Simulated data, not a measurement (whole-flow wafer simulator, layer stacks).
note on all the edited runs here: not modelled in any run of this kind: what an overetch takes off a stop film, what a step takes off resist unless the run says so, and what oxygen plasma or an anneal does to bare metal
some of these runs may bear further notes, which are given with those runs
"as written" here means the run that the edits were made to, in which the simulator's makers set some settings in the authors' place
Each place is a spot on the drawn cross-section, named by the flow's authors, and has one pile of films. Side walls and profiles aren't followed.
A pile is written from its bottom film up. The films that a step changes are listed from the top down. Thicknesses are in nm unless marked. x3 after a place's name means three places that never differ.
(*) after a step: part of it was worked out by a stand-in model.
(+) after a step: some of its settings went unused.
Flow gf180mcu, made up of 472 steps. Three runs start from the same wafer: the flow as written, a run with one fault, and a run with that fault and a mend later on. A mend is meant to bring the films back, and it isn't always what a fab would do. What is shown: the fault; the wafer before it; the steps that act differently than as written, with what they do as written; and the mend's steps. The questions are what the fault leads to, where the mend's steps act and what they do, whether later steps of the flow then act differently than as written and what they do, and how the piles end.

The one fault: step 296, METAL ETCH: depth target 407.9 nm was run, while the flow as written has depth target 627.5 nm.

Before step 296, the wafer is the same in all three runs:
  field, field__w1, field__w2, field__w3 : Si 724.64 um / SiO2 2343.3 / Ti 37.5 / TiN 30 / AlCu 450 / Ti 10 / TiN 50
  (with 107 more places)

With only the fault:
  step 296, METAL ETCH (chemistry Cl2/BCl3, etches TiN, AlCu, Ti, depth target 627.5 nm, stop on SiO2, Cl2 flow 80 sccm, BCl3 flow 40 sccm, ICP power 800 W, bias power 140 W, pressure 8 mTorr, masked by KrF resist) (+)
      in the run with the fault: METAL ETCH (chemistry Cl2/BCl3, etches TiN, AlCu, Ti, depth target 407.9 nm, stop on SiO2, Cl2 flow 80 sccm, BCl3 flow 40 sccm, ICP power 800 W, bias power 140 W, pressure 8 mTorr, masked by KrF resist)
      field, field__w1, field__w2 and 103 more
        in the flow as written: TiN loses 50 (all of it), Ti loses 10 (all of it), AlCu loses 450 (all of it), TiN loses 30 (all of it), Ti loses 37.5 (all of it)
        in the run with the fault: TiN loses 50 (all of it), Ti loses 10 (all of it), AlCu loses 347.9
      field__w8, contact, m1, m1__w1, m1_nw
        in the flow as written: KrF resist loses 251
        in the run with the fault: KrF resist loses 163.2
  Steps further on in the flow that do not act as written:
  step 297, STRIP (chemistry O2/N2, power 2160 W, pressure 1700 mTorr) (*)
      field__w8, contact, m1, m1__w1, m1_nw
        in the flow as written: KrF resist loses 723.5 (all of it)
        in the run with the fault: KrF resist loses 811.4 (all of it)
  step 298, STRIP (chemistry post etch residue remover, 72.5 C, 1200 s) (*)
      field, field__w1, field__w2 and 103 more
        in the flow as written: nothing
        in the run with the fault: AlCu loses 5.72
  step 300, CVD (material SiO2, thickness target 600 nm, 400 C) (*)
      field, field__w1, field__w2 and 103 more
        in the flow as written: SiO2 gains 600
        in the run with the fault: SiO2 gains 600 (new film)
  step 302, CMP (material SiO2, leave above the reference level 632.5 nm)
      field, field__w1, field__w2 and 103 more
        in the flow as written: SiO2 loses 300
        in the run with the fault: SiO2 loses 463.9
  By the end, the piles at field, field__w1, field__w2 and 104 more depart from the flow's by more than 2% or 0.5 nm, whichever is larger.
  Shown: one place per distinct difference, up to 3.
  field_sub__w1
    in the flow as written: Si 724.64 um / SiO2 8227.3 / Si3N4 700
    in the run with the fault: Si 724.64 um / SiO2 2343.2 / Ti 37.5 / TiN 30 / AlCu 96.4 / SiO2 5720.1 / Si3N4 700
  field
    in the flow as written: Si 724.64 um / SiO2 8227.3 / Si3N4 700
    in the run with the fault: Si 724.64 um / SiO2 2343.3 / Ti 37.5 / TiN 30 / AlCu 96.4 / SiO2 5720.1 / Si3N4 700
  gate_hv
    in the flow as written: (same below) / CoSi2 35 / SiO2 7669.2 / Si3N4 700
    in the run with the fault: (same below) / CoSi2 35 / SiO2 1785.1 / Ti 37.5 / TiN 30 / AlCu 96.4 / SiO2 5720.1 / Si3N4 700

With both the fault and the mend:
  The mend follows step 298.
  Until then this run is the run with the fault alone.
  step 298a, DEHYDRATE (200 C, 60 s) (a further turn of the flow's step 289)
      does not change any film at any place that is followed
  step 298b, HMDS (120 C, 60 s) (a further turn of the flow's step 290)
      does not change any film at any place that is followed
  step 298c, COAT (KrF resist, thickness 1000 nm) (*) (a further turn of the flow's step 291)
      iso_ptap_pw, iso_ntap_nw, iso_nw_fld and 33 more
        KrF resist gains 1000 (new film)
      field__w5, field__w9, field_sub and 13 more
        KrF resist gains 1002.7 (new film)
      field_sub__w2, field_sub__w4, ld_drn_n and 9 more
        KrF resist gains 1002.6 (new film)
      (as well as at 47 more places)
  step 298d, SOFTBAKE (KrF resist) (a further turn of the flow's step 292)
      does not change any film at any place that is followed
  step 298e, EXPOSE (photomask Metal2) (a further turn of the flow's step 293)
      does not change any film at any place that is followed
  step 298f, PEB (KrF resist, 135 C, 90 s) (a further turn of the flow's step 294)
      field__w1, field__w2, field__w3 and 56 more
        KrF resist loses 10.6
      iso_ptap_pw, iso_ntap_nw, iso_nw_fld and 33 more
        KrF resist loses 10.5
      gate_hv, sd_p, nw_sep_fld, polyc_n, polyc_n_rim
        KrF resist loses 10.7
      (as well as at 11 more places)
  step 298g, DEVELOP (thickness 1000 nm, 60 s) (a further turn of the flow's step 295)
      iso_ptap_pw, iso_ntap_nw, iso_nw_fld and 33 more
        KrF resist loses 989.5 (all of it)
      field__w2, field__w3, field__w12 and 12 more
        KrF resist loses 992.2 (all of it)
      field_sub__w2, field_sub__w4, ld_drn_n and 7 more
        KrF resist loses 992 (all of it)
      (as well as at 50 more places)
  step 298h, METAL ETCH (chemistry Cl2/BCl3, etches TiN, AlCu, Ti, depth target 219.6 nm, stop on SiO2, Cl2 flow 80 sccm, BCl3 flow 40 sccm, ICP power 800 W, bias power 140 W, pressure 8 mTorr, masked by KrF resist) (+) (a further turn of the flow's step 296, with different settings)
      field, field__w1, field__w2 and 103 more
        AlCu loses 96.4 (all of it), TiN loses 30 (all of it), Ti loses 37.5 (all of it)
      field__w8, contact, m1, m1__w1, m1_nw
        KrF resist loses 87.8
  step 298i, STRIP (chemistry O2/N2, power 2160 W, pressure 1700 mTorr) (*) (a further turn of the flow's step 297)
      field__w8
        KrF resist loses 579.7 (all of it)
      contact
        KrF resist loses 577.7 (all of it)
      m1
        KrF resist loses 580.1 (all of it)
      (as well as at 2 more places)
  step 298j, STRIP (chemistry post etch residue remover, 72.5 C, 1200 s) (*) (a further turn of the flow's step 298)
      field__w8, contact, m1, m1__w1, m1_nw
        TiN loses 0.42
  None of the later steps of the flow differs from how it acts as written, at any place that is followed, by more than 2% or 0.5 nm, whichever is larger.
  At the end the piles are close to the flow's at the places that both follow, differing by at most 2% or 0.5 nm, whichever is larger.
